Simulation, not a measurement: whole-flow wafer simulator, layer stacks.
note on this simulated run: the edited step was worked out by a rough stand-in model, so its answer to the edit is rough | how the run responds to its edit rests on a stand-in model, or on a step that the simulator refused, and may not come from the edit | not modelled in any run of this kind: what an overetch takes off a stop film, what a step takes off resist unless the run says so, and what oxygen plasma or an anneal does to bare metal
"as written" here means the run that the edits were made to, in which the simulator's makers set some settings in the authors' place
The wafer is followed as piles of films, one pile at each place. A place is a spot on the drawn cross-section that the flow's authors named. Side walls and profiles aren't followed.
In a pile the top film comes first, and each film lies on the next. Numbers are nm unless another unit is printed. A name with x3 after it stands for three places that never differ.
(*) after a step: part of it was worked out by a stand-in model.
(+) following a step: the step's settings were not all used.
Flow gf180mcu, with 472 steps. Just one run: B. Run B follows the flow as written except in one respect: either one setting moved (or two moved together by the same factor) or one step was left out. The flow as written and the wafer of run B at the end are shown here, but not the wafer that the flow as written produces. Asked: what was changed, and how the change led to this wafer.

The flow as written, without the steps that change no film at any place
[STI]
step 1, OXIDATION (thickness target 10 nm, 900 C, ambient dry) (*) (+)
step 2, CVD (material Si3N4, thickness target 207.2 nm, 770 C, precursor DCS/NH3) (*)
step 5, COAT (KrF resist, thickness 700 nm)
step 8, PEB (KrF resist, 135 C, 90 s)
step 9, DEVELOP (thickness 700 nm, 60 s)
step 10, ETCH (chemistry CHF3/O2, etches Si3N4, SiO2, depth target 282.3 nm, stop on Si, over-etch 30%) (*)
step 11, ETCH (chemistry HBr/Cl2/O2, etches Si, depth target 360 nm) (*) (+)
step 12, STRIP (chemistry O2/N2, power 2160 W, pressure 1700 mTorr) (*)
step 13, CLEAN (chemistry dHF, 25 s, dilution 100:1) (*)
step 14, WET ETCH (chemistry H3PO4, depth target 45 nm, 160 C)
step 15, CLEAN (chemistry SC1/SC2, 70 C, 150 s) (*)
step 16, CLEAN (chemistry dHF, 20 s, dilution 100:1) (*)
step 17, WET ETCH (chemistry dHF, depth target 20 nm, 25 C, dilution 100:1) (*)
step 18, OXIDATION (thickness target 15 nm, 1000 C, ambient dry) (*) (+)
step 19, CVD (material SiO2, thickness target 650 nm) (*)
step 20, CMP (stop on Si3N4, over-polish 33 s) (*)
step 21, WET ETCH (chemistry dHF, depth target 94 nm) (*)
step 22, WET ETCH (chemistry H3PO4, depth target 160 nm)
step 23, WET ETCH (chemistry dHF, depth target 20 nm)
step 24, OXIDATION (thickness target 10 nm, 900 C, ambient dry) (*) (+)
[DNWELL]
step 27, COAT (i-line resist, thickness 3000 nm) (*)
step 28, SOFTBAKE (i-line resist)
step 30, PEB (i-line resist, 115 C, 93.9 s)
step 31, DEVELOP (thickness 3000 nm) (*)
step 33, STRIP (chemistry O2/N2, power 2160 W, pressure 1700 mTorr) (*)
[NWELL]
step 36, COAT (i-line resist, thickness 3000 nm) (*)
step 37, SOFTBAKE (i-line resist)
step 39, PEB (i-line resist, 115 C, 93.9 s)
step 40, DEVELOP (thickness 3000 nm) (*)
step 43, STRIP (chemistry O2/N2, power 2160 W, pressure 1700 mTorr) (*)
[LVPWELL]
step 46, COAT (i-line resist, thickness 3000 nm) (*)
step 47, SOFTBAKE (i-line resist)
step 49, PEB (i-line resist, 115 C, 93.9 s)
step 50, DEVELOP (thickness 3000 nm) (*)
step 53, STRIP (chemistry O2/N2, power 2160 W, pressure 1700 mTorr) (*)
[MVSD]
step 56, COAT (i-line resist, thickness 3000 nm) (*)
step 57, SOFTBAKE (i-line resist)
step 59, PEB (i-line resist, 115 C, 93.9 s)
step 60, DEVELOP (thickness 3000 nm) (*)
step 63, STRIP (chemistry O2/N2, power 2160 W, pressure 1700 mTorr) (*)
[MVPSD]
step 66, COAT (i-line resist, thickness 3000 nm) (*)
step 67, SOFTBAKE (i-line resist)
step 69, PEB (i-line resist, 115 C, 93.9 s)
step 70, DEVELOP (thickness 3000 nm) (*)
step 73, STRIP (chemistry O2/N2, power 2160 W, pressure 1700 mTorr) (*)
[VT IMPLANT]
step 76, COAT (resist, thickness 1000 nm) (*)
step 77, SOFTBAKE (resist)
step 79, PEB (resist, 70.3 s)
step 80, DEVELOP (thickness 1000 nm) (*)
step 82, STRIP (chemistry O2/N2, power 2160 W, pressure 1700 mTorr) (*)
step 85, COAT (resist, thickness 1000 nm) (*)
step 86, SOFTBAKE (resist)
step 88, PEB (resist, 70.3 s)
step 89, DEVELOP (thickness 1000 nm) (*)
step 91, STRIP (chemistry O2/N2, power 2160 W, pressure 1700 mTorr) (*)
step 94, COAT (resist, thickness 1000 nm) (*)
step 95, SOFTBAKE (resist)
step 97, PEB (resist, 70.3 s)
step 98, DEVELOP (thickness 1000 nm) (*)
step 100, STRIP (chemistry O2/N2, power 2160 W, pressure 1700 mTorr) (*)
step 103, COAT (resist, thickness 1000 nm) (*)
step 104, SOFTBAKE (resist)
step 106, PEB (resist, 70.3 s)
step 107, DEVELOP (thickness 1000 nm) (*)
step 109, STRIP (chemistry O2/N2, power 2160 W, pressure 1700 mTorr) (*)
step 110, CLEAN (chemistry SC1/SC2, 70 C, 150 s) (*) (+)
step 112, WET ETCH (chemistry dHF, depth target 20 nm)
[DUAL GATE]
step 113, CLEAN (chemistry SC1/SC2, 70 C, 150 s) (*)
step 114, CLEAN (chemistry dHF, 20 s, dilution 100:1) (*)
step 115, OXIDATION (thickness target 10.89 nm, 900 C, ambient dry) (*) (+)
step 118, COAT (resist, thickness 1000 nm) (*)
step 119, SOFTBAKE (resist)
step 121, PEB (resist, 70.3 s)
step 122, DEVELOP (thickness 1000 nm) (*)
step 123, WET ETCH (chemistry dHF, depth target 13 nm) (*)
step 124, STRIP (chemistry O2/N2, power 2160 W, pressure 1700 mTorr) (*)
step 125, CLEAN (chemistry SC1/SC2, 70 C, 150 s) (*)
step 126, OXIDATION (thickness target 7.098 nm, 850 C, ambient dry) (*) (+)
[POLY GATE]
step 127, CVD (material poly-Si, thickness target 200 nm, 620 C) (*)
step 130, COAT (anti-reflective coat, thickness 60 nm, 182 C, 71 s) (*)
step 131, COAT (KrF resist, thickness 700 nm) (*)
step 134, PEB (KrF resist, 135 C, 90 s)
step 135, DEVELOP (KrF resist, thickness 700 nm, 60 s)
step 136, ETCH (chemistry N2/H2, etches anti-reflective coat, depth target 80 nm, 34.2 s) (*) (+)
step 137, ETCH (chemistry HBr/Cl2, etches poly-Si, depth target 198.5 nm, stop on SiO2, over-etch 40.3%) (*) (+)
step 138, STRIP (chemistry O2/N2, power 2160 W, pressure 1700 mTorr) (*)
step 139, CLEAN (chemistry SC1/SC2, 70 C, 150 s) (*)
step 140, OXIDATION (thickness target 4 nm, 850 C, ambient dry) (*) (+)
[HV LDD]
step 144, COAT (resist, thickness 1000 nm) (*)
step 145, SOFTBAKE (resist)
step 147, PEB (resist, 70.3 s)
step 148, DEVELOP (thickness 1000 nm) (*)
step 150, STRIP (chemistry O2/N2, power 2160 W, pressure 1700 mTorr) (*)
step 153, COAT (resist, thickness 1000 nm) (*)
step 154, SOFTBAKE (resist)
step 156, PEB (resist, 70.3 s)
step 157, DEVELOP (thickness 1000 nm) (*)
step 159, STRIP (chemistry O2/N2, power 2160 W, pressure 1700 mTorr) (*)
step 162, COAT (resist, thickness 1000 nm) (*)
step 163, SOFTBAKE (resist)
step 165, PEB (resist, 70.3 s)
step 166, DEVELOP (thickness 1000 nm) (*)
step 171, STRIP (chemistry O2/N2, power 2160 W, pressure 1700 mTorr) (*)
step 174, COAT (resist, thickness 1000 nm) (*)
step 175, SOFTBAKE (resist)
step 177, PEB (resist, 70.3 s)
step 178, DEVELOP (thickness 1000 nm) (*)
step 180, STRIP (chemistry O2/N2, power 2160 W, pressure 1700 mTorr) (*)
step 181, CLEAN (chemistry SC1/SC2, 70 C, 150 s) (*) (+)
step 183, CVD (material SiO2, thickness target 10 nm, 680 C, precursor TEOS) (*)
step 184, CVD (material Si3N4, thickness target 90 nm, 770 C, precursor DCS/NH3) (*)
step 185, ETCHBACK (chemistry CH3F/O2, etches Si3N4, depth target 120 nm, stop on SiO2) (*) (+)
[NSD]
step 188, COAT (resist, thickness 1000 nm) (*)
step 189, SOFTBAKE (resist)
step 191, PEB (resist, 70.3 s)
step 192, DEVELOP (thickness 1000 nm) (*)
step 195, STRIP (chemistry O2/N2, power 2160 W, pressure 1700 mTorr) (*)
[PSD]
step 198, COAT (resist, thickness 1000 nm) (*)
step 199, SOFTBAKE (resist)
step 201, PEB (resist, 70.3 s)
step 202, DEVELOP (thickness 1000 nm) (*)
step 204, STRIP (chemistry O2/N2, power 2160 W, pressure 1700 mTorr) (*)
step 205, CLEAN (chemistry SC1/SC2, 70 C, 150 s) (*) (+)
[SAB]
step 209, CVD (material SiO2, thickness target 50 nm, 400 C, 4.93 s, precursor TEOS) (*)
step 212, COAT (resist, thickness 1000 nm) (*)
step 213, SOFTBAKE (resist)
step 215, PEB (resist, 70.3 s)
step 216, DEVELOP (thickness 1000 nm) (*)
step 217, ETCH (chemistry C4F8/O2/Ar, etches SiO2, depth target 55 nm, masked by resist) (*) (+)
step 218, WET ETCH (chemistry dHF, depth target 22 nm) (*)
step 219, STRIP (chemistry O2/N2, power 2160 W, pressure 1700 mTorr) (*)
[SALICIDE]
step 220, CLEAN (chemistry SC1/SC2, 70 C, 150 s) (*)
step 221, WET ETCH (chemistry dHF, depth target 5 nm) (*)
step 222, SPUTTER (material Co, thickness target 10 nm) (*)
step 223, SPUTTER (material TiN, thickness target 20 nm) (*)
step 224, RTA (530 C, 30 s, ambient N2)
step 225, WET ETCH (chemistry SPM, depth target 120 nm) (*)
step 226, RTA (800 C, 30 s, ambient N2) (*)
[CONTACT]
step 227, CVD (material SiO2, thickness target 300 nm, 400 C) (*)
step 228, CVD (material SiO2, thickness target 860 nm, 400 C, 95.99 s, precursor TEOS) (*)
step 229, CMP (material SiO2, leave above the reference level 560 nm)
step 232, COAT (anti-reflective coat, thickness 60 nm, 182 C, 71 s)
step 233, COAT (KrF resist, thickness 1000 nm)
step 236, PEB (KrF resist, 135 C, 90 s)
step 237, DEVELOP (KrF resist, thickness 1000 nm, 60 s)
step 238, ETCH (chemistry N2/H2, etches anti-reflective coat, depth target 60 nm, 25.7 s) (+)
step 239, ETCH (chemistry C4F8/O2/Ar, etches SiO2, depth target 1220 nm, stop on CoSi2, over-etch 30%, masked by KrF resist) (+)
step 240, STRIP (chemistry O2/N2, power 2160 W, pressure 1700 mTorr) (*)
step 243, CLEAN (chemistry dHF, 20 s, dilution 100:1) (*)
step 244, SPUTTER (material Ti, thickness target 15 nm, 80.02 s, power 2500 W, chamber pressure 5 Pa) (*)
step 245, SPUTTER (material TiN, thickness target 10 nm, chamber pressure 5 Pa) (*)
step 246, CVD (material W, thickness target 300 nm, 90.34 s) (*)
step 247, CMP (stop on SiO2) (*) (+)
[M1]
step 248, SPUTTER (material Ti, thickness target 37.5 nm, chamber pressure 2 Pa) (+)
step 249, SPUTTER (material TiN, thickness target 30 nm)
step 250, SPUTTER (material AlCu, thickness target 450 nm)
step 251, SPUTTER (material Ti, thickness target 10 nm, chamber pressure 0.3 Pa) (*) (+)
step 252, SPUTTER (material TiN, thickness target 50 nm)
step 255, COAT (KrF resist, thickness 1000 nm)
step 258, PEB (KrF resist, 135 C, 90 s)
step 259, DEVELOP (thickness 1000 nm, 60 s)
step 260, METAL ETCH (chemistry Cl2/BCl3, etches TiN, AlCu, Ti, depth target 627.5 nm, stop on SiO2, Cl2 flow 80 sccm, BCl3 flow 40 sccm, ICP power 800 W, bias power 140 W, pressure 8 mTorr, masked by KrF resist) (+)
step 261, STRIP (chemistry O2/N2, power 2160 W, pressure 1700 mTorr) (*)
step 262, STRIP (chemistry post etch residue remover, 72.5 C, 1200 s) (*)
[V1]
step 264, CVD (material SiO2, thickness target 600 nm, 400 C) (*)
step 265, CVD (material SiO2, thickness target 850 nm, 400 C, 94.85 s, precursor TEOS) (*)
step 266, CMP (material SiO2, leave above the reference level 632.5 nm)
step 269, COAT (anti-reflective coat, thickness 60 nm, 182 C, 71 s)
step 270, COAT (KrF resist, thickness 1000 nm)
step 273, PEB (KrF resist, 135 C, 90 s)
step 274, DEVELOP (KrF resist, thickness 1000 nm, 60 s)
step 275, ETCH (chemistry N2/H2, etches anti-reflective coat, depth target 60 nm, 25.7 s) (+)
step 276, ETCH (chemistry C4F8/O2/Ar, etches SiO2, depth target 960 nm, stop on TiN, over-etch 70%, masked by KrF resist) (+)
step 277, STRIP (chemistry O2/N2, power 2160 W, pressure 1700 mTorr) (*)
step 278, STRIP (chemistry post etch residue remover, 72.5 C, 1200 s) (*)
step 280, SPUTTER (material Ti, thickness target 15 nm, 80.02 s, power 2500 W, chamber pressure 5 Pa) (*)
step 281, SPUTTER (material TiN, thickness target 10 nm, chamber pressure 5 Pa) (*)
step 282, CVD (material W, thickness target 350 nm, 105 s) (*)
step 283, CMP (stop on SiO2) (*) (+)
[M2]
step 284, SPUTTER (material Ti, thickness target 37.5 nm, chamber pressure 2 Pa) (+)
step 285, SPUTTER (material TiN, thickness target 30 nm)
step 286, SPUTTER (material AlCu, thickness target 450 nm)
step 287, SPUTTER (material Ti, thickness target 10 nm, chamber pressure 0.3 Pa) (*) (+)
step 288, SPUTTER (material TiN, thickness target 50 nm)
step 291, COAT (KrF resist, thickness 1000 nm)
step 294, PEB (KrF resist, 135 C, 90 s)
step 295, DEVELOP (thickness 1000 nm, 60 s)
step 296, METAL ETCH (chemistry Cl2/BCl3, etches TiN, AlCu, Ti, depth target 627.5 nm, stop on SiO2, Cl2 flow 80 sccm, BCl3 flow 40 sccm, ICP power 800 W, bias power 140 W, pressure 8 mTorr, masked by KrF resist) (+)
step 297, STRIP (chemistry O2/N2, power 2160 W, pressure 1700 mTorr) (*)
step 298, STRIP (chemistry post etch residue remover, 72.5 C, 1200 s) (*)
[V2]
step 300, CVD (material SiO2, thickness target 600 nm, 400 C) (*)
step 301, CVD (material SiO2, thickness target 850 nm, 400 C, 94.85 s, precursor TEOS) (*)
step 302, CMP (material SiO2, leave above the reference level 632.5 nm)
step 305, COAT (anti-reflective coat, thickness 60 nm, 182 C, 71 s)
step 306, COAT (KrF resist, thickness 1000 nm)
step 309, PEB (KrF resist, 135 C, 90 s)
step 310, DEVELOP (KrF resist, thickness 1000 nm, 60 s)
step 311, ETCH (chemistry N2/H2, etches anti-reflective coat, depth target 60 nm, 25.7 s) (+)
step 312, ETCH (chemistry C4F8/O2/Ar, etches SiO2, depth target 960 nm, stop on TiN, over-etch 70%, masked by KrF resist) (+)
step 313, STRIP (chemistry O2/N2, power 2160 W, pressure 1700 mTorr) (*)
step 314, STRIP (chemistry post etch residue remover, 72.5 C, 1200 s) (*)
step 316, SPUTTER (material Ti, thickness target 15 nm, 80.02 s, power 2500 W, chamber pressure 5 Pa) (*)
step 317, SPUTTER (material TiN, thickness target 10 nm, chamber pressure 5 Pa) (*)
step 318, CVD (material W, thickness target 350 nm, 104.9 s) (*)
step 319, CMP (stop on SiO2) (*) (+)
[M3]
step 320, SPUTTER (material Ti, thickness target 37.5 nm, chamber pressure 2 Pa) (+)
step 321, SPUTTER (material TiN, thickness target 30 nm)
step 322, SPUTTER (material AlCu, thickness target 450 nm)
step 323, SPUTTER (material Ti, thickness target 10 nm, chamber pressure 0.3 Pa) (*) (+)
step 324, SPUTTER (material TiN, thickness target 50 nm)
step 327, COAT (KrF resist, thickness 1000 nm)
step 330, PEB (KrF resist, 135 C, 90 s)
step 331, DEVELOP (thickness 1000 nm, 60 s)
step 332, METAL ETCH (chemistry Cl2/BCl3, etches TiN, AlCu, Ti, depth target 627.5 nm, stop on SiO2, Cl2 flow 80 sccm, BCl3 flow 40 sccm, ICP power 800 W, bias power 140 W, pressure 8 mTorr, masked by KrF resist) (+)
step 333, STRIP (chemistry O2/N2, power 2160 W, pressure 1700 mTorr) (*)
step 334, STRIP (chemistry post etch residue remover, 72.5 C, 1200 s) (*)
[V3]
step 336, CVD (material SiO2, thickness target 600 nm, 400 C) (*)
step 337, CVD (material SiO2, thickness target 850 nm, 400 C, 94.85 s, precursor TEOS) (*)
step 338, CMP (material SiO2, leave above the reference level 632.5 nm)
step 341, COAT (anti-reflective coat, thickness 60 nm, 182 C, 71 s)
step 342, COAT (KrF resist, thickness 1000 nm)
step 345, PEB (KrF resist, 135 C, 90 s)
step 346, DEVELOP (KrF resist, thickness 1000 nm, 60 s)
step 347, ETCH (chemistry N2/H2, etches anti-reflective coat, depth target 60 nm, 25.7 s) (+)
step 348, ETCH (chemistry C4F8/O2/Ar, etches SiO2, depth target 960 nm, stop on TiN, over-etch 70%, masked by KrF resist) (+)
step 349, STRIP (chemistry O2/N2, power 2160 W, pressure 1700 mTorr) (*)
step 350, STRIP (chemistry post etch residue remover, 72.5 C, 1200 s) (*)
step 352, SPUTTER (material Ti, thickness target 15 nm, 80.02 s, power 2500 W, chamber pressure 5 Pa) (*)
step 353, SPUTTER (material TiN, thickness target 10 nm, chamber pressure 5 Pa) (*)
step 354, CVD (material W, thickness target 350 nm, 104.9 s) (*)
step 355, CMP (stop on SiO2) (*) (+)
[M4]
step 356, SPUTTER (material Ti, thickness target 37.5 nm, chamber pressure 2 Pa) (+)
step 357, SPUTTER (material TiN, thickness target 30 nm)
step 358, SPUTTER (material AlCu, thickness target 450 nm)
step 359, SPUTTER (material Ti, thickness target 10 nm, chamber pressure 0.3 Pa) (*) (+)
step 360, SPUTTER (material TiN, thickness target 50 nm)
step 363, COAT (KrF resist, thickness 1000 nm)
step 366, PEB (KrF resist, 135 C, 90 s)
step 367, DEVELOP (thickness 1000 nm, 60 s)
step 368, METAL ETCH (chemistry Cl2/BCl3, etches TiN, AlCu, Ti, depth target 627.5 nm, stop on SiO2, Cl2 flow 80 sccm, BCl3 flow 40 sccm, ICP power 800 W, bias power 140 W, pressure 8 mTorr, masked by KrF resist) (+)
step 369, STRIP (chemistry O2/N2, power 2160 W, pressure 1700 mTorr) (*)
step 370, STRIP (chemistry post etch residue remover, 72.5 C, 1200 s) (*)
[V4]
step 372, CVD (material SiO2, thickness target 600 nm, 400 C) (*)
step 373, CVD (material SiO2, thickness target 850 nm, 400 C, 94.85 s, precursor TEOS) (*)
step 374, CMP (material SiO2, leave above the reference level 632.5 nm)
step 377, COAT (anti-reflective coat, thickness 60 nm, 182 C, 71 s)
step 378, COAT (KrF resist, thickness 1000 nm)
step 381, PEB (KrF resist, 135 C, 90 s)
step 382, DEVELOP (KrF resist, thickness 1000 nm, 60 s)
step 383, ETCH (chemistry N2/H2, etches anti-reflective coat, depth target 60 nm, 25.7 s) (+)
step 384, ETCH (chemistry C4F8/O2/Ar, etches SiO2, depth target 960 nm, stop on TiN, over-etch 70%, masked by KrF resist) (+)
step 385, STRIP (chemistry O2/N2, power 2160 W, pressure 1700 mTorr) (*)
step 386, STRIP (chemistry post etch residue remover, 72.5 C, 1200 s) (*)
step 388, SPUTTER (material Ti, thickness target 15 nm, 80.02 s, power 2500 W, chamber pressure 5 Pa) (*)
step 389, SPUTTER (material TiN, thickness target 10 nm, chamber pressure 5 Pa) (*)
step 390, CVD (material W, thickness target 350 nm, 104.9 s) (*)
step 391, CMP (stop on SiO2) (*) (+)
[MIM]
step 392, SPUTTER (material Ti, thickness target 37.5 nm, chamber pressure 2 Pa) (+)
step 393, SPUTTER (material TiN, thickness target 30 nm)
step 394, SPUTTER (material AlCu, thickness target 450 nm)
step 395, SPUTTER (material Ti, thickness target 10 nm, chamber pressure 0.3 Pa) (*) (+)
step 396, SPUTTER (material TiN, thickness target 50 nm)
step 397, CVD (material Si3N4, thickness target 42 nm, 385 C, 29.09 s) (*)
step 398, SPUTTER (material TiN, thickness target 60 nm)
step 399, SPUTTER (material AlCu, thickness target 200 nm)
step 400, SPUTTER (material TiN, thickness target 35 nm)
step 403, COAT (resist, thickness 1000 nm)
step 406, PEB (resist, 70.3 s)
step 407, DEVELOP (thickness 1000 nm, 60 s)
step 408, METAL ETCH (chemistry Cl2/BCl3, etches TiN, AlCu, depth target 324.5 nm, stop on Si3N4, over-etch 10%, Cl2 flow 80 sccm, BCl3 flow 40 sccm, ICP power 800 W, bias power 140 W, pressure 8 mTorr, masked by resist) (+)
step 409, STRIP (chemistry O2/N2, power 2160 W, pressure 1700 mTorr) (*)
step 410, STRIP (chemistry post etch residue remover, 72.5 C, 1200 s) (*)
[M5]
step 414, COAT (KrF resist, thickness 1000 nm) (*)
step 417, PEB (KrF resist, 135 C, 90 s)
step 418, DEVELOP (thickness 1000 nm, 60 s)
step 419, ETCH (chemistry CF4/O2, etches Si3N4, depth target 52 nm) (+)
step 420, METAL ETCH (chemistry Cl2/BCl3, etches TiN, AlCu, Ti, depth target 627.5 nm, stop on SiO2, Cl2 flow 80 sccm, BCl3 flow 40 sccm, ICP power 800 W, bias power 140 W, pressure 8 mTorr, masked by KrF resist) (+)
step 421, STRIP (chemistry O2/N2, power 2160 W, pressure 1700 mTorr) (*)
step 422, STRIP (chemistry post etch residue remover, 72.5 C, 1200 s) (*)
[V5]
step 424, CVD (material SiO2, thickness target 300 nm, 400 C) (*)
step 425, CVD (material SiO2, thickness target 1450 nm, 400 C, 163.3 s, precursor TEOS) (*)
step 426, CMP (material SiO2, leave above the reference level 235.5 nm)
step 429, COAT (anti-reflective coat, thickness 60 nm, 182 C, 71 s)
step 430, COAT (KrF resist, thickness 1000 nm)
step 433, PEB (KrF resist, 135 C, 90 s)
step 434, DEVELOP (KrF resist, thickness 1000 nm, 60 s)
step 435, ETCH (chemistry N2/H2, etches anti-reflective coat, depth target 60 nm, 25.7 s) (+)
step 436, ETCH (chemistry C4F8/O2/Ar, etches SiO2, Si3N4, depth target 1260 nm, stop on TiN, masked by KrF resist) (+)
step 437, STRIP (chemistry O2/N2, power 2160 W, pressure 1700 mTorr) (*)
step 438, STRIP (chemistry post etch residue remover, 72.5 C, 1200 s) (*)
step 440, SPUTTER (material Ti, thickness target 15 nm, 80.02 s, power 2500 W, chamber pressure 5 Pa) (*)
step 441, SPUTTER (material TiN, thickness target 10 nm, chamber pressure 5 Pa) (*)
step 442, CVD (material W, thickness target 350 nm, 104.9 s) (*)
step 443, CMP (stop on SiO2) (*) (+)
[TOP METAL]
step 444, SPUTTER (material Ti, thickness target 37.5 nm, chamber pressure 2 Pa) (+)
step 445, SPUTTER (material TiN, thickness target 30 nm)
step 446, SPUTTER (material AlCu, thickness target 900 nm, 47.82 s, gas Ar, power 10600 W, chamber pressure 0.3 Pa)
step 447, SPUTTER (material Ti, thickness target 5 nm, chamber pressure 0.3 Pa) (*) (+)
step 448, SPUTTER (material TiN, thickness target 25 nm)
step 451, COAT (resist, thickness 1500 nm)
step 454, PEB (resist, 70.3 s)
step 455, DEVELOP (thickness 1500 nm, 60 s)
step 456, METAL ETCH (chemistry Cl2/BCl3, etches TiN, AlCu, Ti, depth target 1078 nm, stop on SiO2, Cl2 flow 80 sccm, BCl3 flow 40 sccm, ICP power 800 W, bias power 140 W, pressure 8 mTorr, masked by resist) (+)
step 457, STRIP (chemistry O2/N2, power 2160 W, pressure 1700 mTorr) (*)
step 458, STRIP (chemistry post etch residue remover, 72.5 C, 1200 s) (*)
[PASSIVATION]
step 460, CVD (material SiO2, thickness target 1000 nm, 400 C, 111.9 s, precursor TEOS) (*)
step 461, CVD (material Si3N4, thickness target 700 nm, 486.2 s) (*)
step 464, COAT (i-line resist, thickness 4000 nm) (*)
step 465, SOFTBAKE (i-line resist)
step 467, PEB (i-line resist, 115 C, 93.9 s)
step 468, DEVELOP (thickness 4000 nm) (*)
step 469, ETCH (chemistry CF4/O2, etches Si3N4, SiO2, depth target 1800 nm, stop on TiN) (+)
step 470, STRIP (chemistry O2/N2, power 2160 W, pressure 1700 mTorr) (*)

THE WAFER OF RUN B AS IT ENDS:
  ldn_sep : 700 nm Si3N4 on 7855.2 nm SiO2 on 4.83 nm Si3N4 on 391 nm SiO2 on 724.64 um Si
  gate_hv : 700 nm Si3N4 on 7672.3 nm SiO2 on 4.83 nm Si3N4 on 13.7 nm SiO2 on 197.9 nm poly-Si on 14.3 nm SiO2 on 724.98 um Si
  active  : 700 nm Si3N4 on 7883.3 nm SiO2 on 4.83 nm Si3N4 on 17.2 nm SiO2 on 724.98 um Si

Cause: step 184, CVD: thickness target 129 nm was run, whereas the flow has thickness target 90 nm.

Step by step, how the change led to this:
  step 184, CVD (material Si3N4, thickness target 90 nm, 770 C, precursor DCS/NH3) (*)
      field, field__w1, field__w2 and 101 more: +129 Si3N4 (new film) (as written it would have been: +90 Si3N4 (new film))
  step 185, ETCHBACK (chemistry CH3F/O2, etches Si3N4, depth target 120 nm, stop on SiO2) (*) (+)
      field, field__w1, field__w2 and 100 more: -120 Si3N4 (as written it would have been: -90 Si3N4 (all of it), -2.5 SiO2)
  step 188, COAT (resist, thickness 1000 nm) (*)
      spacer: +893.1 resist (new film) (as written it would have been: +920.2 resist (new film))
  step 189, SOFTBAKE (resist)
      field__w9: -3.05 resist (as written it would have been: +6.92 resist)
      field__w2: +1.93 resist (as written it would have been: +2.46 resist)
      (also at 20 further places)
  step 192, DEVELOP (thickness 1000 nm) (*)
      spacer: -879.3 resist (all of it) (as written it would have been: -905.9 resist (all of it))
  step 198, COAT (resist, thickness 1000 nm) (*)
      spacer: +893.1 resist (new film) (as written it would have been: +920.2 resist (new film))
  step 199, SOFTBAKE (resist)
      field__w9: -3.05 resist (as written it would have been: +6.92 resist)
      field__w2: +1.93 resist (as written it would have been: +2.46 resist)
      (also at 20 further places)
  step 204, STRIP (chemistry O2/N2, power 2160 W, pressure 1700 mTorr) (*)
      spacer: -879.3 resist (all of it) (as written it would have been: -905.9 resist (all of it))
  step 205, CLEAN (chemistry SC1/SC2, 70 C, 150 s) (*) (+)
      field, field__w1, field__w2 and 105 more: -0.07 Si3N4 (as written it would have been: -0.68 SiO2)
  step 209, CVD (material SiO2, thickness target 50 nm, 400 C, 4.93 s, precursor TEOS) (*)
      field, field__w7, field__w8 and 73 more: +50 SiO2 (new film) (as written it would have been: +50 SiO2)
      field_sub__w1, field_sub__w3, field_sub__w4, field_sub__w5, ld_drift_n: +48.8 SiO2 (new film) (as written it would have been: +48.9 SiO2)
      (also at 27 further places)
  step 212, COAT (resist, thickness 1000 nm) (*)
      spacer: +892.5 resist (new film) (as written it would have been: +919.4 resist (new film))
  step 213, SOFTBAKE (resist)
      npoly_sal: +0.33 resist (as written it would have been: -0.55 resist)
      field__w5: +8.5 resist (as written it would have been: +7.65 resist)
      (also at 9 further places)
  step 216, DEVELOP (thickness 1000 nm) (*)
      spacer: -878.7 resist (all of it) (as written it would have been: -905.1 resist (all of it))
  step 217, ETCH (chemistry C4F8/O2/Ar, etches SiO2, depth target 55 nm, masked by resist) (*) (+)
      field, field__w7, field__w8 and 70 more: -50 SiO2 (all of it), -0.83 Si3N4 (as written it would have been: -55 SiO2)
      field_sub__w1, field_sub__w3, field_sub__w4, field_sub__w5, ld_drift_n: -48.8 SiO2 (all of it), -1.04 Si3N4 (as written it would have been: -55 SiO2)
      (also at 21 further places)
  step 218, WET ETCH (chemistry dHF, depth target 22 nm) (*)
      gate, gate_hv, gate_p and 23 more: -2.46 Si3N4 (as written it would have been: -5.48 SiO2 (all of it))
      field, field__w10, sti and 14 more: -2.46 Si3N4 (as written it would have been: -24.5 SiO2)
      (also at 56 further places)
  step 219, STRIP (chemistry O2/N2, power 2160 W, pressure 1700 mTorr) (*)
      gate, gate_hv, gate_p and 23 more: nothing (as written it would have been: +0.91 chemical SiO2 (new film), -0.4 poly-Si)
      active, p_well, sd_n and 20 more: nothing (as written it would have been: +0.91 chemical SiO2 (new film), -0.4 Si)
  ... another 14 steps ...
  step 471, ANNEAL (400 C, 1800 s, ambient N2/H2)
      polyc_n, polyc_p: under 9 films: +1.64 void (new film), -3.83 Ti, +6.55 TiSi first (new film), -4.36 poly-Si (as written it would have been: nothing)
      contact: under 49 films: +1.62 void (new film), -3.83 Ti, +6.55 TiSi first (new film), -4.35 Si (as written it would have been: nothing)
If metal films that touch count as one body, gate_hv has 0 bodies; the flow as written gives 1 body.
If metal films that touch count as one body, active has 0 bodies; the flow as written gives 1 body.
